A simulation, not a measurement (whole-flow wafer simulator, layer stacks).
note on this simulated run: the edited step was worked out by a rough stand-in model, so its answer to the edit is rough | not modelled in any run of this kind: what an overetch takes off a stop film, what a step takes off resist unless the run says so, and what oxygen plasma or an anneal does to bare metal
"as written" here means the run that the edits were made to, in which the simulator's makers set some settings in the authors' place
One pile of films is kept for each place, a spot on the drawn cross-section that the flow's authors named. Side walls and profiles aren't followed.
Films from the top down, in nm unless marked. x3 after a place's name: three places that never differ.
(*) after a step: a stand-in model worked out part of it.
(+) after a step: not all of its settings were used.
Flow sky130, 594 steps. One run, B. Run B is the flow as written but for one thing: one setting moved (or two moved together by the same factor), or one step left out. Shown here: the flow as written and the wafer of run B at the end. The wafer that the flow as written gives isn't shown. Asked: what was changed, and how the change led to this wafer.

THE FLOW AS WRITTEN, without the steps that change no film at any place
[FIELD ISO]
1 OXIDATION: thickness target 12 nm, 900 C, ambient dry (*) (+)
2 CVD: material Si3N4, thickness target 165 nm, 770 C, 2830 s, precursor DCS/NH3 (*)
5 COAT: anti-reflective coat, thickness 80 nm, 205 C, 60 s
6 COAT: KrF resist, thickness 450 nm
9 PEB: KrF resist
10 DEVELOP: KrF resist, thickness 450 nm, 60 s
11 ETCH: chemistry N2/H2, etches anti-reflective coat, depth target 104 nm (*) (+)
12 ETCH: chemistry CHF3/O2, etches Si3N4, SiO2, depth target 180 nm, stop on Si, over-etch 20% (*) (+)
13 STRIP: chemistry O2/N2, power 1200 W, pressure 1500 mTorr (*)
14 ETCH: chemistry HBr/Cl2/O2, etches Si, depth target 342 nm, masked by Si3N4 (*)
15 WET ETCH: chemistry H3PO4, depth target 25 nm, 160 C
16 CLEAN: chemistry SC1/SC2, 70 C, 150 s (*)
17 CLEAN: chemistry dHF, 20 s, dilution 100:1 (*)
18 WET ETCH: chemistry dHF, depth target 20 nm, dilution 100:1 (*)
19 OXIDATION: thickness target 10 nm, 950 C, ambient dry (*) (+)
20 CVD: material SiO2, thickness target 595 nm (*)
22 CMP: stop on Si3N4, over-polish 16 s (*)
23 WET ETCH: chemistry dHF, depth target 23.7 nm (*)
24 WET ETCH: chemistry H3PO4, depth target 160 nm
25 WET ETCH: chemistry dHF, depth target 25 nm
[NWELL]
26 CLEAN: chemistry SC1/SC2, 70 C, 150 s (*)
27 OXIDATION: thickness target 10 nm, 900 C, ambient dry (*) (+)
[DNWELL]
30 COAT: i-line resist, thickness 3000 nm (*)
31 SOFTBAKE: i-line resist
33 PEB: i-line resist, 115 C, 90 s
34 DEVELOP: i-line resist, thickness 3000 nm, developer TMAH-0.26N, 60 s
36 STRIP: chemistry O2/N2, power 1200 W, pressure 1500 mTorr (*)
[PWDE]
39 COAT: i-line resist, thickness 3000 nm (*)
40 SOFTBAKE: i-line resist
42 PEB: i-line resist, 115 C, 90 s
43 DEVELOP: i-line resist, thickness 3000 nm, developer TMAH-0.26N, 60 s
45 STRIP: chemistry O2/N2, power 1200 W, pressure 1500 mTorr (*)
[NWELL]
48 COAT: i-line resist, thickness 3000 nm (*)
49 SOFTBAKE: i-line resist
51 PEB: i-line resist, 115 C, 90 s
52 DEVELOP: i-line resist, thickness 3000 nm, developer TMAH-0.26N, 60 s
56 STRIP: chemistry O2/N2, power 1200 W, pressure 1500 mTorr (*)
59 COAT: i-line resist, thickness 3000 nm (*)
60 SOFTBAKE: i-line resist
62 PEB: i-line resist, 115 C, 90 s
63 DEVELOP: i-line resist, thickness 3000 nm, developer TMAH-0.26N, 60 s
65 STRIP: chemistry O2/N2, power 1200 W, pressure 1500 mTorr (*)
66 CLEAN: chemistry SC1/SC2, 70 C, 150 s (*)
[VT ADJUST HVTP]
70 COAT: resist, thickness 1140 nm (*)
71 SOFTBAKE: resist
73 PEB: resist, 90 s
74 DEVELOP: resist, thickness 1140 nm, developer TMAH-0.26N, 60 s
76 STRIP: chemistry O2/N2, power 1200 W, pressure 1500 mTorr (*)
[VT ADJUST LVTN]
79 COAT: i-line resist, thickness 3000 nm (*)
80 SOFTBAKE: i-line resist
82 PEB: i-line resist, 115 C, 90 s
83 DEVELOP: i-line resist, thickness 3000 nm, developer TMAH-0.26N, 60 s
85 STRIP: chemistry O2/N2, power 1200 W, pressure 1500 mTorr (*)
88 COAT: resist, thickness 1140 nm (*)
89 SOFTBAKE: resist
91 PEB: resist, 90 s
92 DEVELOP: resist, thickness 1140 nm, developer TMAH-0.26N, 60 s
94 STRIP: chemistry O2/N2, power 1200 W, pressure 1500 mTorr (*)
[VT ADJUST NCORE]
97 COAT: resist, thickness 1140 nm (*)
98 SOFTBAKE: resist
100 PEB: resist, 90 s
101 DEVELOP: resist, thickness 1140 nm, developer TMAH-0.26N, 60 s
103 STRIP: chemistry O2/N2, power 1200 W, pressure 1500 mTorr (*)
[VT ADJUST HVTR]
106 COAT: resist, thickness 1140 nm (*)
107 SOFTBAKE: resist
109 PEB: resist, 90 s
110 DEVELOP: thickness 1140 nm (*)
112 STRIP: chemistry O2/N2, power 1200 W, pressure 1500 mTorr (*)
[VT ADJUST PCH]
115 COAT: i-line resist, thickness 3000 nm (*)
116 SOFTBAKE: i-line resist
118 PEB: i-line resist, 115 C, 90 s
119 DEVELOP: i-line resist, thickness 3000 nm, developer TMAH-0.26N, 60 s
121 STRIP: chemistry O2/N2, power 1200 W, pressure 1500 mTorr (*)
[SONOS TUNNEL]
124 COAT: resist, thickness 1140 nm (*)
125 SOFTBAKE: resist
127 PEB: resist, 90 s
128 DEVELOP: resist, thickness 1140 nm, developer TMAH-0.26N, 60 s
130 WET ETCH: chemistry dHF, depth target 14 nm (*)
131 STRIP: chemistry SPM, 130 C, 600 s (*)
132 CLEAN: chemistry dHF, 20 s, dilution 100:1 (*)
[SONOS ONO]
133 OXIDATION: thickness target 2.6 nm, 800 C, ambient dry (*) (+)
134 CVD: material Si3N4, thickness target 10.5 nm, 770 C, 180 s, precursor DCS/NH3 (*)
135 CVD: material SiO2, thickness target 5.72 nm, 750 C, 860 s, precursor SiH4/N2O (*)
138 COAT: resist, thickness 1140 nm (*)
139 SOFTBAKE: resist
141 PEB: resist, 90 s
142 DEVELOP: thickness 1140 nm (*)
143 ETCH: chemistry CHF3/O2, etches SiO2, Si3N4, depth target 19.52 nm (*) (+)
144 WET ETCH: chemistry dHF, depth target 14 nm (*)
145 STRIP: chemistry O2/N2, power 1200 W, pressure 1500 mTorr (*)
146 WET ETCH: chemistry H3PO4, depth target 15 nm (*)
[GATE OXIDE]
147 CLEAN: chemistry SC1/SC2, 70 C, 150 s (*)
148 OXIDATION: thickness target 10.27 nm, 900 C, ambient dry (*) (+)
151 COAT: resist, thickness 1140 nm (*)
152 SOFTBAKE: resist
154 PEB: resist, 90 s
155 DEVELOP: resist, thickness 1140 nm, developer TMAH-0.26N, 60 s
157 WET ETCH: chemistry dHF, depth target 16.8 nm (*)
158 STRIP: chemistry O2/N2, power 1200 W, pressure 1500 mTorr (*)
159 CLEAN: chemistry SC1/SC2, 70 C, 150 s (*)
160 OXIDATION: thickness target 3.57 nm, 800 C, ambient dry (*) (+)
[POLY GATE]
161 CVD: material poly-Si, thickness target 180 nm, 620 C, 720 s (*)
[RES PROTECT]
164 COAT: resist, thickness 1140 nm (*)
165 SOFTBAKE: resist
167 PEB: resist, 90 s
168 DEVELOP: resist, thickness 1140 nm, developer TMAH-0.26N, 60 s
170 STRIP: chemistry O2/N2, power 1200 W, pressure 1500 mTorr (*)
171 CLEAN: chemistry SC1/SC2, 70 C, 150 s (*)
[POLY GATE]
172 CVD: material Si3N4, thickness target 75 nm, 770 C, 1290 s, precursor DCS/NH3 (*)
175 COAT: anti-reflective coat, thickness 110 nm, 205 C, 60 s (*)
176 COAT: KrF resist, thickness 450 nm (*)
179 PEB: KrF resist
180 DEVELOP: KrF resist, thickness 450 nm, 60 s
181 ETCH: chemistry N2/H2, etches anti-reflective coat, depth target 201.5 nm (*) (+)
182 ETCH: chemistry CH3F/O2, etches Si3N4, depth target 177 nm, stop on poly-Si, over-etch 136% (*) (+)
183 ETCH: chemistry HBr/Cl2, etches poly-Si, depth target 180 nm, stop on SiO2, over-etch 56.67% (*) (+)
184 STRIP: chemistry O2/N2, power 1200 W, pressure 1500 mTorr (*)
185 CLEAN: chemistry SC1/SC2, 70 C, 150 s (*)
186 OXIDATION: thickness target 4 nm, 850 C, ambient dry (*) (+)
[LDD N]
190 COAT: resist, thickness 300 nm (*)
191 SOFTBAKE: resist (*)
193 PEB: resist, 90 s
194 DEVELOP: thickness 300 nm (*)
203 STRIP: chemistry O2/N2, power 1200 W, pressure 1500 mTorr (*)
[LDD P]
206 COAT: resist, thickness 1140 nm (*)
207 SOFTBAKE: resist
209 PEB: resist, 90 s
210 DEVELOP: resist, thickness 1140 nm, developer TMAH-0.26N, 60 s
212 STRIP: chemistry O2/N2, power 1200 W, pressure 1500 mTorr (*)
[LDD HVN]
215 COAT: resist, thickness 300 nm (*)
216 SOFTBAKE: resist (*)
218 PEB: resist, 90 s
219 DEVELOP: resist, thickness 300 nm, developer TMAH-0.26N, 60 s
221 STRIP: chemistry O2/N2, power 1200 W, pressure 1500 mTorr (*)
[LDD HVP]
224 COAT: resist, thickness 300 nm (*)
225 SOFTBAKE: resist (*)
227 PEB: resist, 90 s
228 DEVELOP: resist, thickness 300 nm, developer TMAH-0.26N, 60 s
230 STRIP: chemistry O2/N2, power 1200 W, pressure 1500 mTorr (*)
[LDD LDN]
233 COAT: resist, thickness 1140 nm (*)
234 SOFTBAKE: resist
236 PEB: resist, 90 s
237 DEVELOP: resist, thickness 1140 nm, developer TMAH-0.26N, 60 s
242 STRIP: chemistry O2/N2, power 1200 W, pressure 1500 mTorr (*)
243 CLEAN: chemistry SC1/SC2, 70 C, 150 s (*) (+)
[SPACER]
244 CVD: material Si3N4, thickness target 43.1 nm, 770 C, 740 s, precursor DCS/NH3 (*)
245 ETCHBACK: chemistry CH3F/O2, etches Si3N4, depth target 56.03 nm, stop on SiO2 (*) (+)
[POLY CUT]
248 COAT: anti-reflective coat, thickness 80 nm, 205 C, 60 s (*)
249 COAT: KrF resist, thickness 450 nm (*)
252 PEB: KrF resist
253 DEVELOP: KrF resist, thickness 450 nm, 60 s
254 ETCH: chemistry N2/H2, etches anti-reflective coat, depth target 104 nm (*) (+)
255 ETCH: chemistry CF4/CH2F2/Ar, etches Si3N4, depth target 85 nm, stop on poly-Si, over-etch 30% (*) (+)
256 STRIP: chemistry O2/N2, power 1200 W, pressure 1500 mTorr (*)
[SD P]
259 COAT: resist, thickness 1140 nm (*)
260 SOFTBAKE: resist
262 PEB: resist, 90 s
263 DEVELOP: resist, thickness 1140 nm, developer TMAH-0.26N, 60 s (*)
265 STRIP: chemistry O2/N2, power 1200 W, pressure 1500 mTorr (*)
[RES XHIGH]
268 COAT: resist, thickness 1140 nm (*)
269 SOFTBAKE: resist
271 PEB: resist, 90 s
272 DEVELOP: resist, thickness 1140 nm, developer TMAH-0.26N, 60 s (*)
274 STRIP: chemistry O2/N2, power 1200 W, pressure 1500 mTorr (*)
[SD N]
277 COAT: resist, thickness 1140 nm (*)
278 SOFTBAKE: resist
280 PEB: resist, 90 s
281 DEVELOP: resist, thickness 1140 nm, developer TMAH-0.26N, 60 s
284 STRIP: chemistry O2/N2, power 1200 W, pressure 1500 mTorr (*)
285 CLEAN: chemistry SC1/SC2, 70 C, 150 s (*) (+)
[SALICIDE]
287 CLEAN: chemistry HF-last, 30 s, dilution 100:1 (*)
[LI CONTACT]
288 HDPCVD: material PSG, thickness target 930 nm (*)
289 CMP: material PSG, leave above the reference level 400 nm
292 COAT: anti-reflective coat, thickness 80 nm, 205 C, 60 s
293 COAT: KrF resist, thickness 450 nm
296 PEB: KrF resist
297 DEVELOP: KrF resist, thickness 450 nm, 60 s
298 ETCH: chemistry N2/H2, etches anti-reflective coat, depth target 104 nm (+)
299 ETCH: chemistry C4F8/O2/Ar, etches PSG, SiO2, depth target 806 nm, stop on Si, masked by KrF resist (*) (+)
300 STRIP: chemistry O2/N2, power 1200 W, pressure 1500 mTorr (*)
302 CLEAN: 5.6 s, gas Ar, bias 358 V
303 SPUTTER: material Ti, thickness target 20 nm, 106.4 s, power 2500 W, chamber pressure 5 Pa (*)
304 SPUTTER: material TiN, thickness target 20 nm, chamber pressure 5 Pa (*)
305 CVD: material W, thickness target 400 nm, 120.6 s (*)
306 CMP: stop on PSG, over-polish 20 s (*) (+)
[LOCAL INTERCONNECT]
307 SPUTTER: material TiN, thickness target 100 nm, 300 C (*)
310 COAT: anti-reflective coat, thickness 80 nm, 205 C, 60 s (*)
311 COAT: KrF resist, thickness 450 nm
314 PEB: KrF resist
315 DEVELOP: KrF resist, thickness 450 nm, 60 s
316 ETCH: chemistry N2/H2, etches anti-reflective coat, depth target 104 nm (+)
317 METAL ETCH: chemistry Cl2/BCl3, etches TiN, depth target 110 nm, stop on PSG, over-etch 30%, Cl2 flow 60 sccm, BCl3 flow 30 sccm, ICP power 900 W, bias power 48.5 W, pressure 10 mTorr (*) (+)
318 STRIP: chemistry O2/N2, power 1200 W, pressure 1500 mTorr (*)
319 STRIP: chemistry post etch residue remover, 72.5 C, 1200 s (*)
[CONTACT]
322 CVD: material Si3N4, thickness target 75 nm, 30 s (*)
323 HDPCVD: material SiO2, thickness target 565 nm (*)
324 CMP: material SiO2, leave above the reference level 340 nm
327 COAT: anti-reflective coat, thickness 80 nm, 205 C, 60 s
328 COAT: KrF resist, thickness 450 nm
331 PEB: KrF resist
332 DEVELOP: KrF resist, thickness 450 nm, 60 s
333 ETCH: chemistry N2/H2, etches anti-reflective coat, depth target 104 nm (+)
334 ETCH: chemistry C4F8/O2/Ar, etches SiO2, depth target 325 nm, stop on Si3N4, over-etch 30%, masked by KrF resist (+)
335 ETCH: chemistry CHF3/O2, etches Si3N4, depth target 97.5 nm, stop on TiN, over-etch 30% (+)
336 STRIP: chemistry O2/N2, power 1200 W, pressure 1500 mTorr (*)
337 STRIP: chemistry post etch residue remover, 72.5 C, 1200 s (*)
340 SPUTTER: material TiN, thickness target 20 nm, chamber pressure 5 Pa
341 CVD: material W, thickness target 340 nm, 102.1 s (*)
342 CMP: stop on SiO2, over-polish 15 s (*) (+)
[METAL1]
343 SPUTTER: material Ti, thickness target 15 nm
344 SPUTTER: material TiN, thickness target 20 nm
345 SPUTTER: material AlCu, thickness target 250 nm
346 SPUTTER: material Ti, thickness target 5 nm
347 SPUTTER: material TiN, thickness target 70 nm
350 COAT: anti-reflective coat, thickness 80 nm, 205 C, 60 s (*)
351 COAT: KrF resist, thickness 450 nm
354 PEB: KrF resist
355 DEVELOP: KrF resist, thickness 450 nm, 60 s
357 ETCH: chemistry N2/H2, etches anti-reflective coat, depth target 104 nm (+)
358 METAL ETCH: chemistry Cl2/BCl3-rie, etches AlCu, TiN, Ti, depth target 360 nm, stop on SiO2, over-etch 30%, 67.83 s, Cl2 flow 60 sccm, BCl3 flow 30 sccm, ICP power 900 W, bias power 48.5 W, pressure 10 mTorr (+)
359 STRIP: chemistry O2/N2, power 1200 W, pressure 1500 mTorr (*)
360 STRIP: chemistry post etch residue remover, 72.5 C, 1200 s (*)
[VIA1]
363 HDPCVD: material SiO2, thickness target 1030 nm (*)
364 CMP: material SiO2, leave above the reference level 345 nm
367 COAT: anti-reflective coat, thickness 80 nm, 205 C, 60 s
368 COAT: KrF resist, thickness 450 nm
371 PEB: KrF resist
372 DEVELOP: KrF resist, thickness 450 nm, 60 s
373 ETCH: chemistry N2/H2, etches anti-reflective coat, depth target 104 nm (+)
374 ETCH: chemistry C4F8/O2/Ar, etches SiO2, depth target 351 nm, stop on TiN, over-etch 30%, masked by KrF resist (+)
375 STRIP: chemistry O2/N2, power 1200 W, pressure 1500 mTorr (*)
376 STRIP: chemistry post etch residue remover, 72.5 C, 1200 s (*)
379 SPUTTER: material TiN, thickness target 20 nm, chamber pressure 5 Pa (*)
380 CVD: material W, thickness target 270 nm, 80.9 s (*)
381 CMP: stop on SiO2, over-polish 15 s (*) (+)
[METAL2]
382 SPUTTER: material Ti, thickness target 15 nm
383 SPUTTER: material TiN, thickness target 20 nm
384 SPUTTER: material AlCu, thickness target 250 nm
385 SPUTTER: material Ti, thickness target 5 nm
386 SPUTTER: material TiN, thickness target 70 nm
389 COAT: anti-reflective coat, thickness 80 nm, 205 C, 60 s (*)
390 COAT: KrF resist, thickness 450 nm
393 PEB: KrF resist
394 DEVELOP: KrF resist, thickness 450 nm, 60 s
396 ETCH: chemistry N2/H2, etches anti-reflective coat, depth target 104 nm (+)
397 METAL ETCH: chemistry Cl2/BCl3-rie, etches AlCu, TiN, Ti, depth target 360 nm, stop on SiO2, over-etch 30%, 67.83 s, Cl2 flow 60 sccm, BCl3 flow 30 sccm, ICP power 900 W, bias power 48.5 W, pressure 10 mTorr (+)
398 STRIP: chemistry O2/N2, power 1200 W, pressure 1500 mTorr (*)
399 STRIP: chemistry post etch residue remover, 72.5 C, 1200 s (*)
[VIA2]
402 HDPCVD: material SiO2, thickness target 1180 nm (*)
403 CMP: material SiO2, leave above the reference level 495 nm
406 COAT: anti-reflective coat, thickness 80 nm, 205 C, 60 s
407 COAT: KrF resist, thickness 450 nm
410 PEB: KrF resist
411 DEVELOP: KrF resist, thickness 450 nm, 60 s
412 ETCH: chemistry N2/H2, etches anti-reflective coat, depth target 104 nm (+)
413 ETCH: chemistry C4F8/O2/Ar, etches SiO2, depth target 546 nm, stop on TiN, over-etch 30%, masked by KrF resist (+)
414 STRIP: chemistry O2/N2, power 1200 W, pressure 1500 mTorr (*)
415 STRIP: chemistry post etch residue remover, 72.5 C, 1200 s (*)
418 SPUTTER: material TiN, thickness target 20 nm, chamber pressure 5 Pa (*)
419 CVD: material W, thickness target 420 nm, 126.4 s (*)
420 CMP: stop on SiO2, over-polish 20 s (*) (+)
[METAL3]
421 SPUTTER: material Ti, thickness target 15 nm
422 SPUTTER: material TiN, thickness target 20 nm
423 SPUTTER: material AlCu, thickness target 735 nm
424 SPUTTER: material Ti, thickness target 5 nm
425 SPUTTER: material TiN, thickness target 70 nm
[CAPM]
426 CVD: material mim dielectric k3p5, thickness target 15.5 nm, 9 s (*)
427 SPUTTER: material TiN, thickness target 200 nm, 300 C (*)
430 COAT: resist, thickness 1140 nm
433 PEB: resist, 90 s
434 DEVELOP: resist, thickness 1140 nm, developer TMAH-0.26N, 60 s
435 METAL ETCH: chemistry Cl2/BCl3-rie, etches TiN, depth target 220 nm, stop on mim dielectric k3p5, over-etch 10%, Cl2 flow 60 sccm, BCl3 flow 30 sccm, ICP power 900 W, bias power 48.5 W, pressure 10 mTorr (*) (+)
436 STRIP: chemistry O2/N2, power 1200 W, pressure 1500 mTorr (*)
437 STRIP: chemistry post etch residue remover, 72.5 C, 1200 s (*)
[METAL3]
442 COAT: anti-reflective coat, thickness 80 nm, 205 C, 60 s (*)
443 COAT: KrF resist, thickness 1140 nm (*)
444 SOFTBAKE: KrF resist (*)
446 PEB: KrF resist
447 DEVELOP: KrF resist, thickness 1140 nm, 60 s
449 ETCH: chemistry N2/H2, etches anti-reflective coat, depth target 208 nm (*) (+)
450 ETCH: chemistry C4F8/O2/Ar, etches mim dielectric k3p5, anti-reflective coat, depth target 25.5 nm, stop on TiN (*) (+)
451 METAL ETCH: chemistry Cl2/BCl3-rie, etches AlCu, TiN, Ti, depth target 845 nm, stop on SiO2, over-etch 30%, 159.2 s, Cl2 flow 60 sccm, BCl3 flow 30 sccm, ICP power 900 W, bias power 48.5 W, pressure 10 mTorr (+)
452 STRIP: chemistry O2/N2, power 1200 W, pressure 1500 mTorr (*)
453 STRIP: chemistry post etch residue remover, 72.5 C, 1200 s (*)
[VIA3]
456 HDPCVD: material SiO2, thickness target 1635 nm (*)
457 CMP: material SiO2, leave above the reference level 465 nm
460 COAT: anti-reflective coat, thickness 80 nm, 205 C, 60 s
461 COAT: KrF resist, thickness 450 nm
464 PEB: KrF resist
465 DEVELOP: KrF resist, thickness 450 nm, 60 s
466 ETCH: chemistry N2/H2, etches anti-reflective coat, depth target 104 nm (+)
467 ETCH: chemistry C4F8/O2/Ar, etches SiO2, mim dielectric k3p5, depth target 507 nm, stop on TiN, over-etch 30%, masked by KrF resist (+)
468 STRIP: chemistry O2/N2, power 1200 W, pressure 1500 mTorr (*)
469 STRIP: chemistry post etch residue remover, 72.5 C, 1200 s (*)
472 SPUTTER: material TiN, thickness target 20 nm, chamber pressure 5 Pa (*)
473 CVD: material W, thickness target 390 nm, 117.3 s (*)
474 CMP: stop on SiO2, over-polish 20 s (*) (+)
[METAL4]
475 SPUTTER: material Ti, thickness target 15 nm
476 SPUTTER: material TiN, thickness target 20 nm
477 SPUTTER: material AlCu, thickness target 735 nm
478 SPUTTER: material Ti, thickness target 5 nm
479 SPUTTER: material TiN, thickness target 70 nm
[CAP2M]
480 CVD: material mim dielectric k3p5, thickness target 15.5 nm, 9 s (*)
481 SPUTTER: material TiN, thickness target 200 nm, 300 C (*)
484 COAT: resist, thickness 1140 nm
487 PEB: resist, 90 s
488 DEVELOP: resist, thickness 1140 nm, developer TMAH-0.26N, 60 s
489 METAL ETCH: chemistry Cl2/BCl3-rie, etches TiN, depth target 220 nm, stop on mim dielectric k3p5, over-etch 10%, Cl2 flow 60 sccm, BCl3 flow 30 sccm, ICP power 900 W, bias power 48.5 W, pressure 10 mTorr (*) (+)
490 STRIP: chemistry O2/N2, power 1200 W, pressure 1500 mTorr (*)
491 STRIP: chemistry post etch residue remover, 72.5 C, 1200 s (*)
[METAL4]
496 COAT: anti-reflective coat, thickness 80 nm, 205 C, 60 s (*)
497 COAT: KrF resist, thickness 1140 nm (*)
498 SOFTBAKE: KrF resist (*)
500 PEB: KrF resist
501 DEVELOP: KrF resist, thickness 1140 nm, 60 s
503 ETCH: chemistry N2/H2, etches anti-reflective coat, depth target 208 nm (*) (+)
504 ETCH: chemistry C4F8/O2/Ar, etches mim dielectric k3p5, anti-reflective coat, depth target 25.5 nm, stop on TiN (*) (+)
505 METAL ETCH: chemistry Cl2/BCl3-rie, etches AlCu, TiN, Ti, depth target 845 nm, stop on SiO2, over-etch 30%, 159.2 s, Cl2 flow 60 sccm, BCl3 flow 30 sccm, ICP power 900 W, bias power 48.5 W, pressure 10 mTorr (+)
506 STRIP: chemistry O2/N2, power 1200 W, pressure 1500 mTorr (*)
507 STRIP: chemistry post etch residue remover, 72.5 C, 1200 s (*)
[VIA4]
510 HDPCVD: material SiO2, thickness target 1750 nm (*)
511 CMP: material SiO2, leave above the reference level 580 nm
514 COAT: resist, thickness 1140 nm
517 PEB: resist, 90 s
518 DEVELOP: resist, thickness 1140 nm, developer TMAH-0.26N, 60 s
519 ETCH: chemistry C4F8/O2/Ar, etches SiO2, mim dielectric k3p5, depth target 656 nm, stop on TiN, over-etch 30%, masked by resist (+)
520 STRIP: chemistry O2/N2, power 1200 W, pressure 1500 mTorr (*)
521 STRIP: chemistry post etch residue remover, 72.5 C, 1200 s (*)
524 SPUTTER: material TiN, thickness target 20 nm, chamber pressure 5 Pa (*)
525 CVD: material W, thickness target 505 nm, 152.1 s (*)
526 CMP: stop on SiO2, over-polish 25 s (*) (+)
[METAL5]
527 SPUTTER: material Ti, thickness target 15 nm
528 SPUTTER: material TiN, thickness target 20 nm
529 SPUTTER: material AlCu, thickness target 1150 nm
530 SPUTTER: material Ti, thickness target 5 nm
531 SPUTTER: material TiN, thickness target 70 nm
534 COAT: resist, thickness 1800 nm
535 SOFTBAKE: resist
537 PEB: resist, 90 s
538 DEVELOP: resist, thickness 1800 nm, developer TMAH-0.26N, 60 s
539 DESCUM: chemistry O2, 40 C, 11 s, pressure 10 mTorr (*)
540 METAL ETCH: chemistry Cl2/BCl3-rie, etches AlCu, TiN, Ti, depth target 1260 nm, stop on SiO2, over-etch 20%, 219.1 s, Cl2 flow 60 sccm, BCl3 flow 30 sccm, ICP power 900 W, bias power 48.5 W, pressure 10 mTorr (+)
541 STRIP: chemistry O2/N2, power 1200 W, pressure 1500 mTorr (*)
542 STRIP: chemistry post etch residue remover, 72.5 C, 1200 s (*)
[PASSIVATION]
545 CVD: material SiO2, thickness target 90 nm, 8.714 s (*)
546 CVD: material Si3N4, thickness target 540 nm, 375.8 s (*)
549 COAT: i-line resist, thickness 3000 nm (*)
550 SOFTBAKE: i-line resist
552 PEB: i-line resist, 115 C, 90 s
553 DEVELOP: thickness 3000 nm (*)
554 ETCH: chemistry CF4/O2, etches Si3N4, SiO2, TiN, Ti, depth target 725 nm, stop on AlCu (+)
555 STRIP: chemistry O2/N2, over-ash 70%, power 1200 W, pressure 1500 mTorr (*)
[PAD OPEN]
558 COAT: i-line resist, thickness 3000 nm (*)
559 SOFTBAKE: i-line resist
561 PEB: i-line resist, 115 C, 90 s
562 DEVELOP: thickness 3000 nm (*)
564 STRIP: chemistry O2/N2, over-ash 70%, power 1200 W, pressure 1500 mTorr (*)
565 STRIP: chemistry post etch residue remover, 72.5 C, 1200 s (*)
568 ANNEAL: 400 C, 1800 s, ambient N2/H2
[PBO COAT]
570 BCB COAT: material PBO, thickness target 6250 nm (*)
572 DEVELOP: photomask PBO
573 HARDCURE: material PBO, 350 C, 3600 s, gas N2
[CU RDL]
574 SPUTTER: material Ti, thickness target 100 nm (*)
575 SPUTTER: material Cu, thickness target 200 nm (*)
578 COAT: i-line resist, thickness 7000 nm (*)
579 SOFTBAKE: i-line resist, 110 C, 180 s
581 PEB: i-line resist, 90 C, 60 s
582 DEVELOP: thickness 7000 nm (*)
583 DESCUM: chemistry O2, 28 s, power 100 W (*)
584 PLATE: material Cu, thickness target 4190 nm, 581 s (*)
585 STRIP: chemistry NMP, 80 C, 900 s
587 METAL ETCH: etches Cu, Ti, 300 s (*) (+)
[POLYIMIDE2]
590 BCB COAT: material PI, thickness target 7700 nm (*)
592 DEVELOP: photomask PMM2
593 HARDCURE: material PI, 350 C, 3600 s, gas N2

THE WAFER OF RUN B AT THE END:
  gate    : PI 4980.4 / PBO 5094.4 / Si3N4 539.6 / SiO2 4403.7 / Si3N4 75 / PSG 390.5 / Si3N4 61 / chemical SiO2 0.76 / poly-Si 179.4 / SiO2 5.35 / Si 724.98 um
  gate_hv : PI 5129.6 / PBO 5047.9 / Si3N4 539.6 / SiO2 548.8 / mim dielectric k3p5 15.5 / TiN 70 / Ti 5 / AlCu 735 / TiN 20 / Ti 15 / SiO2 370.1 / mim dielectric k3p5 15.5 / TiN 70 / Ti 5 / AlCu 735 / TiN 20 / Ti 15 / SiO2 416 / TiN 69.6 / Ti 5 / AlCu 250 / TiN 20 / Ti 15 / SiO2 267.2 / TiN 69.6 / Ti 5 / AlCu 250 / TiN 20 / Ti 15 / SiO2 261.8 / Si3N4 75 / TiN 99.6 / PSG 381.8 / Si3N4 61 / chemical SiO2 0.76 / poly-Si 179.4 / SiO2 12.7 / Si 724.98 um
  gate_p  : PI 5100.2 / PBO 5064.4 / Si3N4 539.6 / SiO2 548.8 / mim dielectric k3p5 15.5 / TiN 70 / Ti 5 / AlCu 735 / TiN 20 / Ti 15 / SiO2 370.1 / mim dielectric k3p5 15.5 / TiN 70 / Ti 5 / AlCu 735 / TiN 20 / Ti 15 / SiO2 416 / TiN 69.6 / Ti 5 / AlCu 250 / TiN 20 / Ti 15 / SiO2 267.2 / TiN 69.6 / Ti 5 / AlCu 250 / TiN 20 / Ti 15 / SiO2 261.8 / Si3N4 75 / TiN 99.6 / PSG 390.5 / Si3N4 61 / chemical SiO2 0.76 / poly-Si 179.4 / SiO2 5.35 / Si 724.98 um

The cause: step 160, OXIDATION: thickness target 5.35 nm was run, where the flow has thickness target 3.57 nm.
It can be read off the wafer: gate has SiO2 5.35, and step 160 as written asks for 3.57 nm.

How the change led to this, step by step:
  160 OXIDATION: thickness target 3.57 nm, 800 C, ambient dry (*) (+)
      active, n_well, p_well and 58 more: SiO2 +5.35 (new film), chemical SiO2 -0.76 (all of it), Si -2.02 (as written it would be: SiO2 +3.57 (new film), chemical SiO2 -0.76 (all of it), Si -1.24)
      gate_hv, m1, pad and 37 more: SiO2 +2.75, Si -1.21 (as written it would be: SiO2 +1.07, Si -0.47)
  175 COAT: anti-reflective coat, thickness 110 nm, 205 C, 60 s (*)
      rpm_encl, rpm_encl_psd: anti-reflective coat +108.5 (new film) (as written it would be: anti-reflective coat +104.4 (new film))
  181 ETCH: chemistry N2/H2, etches anti-reflective coat, depth target 201.5 nm (*) (+)
      rpm_encl, rpm_encl_psd: anti-reflective coat -108.5 (all of it), Si3N4 -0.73 (as written it would be: anti-reflective coat -104.4 (all of it), Si3N4 -0.79)
  248 COAT: anti-reflective coat, thickness 80 nm, 205 C, 60 s (*)
      gate_p_hv: anti-reflective coat +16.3 (new film) (as written it would be: anti-reflective coat +17 (new film))
  256 STRIP: chemistry O2/N2, power 1200 W, pressure 1500 mTorr (*)
      gate_p_hv: KrF resist -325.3 (all of it), anti-reflective coat -16.3 (all of it) (as written it would be: KrF resist -325.1 (all of it), anti-reflective coat -17 (all of it))
  299 ETCH: chemistry C4F8/O2/Ar, etches PSG, SiO2, depth target 806 nm, stop on Si, masked by KrF resist (*) (+)
      contact, ndiff_licon, ndiff_licon_cpp: PSG -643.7 (all of it), SiO2 -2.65 (all of it) (as written it would be: PSG -643.6 (all of it), SiO2 -1.16 (all of it))
  306 CMP: stop on PSG, over-polish 20 s (*) (+)
      poly_licon: W -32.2 (as written it would be: W -33.1)
